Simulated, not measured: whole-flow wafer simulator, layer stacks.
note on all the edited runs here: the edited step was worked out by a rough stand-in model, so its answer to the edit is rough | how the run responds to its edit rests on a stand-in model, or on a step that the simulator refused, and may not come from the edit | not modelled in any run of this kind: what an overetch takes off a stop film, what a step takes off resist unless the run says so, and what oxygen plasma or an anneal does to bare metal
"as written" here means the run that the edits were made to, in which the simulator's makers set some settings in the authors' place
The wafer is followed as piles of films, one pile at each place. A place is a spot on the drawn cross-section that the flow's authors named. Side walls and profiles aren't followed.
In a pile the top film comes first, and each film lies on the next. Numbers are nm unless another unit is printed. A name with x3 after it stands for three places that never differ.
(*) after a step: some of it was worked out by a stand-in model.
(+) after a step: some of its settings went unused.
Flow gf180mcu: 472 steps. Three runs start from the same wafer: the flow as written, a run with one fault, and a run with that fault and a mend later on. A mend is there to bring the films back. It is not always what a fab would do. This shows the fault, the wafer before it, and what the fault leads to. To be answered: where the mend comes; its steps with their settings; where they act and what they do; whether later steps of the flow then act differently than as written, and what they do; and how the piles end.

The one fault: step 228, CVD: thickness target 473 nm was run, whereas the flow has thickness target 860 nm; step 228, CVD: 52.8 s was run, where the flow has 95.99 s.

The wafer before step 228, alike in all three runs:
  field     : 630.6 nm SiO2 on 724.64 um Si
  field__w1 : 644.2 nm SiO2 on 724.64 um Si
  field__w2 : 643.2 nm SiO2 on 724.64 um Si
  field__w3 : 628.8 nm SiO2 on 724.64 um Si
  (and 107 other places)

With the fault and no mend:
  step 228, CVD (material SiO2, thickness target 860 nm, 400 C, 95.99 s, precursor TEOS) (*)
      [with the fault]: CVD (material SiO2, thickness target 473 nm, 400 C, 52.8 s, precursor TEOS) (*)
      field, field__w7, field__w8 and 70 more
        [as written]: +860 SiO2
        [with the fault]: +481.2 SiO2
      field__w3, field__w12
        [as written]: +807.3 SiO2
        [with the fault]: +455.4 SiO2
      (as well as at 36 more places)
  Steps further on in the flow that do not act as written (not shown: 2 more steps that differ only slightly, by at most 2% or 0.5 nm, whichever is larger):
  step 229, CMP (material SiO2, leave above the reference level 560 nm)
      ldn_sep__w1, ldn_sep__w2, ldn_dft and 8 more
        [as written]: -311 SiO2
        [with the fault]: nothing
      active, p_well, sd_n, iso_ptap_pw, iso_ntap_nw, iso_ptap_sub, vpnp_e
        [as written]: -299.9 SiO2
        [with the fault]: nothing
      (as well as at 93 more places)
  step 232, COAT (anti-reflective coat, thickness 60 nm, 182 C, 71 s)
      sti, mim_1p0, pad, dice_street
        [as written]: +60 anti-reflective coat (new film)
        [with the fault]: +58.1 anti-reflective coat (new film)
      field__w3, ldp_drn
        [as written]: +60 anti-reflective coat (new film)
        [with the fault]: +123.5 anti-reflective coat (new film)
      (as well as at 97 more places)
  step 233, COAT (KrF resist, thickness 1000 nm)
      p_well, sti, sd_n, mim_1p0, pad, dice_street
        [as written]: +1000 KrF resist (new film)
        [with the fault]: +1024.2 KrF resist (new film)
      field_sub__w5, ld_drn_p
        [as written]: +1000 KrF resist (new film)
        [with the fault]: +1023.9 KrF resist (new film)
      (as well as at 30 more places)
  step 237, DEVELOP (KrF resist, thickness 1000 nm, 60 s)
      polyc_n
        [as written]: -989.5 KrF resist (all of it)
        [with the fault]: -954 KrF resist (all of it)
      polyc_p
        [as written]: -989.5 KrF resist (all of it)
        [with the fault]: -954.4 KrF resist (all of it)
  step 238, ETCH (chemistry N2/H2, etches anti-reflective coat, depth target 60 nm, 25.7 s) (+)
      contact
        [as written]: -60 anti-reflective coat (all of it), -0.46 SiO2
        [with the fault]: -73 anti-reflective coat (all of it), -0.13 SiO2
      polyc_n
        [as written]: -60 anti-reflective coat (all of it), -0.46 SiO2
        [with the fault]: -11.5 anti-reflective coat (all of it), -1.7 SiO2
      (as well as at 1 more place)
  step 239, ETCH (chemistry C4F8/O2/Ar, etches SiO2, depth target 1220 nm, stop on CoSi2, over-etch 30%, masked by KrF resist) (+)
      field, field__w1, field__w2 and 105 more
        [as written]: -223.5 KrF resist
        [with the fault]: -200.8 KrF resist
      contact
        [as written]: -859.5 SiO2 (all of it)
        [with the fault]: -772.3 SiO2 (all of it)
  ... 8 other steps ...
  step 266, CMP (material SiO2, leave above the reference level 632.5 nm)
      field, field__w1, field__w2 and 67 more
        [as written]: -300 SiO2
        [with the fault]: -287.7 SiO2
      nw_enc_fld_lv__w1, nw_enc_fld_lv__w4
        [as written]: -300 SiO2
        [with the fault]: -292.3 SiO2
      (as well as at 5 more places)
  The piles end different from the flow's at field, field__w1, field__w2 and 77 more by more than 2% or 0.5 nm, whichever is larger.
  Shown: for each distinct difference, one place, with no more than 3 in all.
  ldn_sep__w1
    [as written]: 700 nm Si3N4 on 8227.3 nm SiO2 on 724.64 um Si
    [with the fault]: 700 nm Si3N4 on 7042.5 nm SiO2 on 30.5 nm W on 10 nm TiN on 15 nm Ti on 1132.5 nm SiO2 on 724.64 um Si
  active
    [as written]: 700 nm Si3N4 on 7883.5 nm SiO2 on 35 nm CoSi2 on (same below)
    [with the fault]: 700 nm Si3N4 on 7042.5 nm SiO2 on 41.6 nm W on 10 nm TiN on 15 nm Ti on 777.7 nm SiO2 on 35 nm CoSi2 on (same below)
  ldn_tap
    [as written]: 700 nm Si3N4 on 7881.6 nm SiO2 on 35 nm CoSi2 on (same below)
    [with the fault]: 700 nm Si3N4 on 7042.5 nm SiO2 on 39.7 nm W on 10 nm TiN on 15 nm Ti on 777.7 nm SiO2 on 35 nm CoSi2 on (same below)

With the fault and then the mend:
  After step 228 comes the mend.
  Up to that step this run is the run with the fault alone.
  step 228a, CVD (material SiO2, thickness target 387 nm, 400 C, 43.2 s, precursor TEOS) (*) (a further turn of the flow's step 228, with different settings)
      field, field__w7, field__w8 and 72 more
        +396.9 SiO2
      field_sub__w1, field_sub__w4, field_sub__w5
        +386.5 SiO2
      nw_enc_fld_lv__w1, nw_enc_fld_lv__w3, nw_enc_fld_lv__w4
        +383.1 SiO2
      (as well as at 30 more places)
  Steps further on in the flow that do not act as written (not shown: 2 more steps that differ only slightly, by at most 2% or 0.5 nm, whichever is larger):
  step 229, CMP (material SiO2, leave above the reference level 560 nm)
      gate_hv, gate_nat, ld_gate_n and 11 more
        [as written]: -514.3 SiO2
        [with the mend]: -532.4 SiO2
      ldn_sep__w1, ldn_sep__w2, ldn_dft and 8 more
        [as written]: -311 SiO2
        [with the mend]: -329.1 SiO2
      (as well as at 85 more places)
  When the end is reached, the piles differ only a little from the flow's at the places that both follow, at most by 2% or 0.5 nm, whichever is larger.
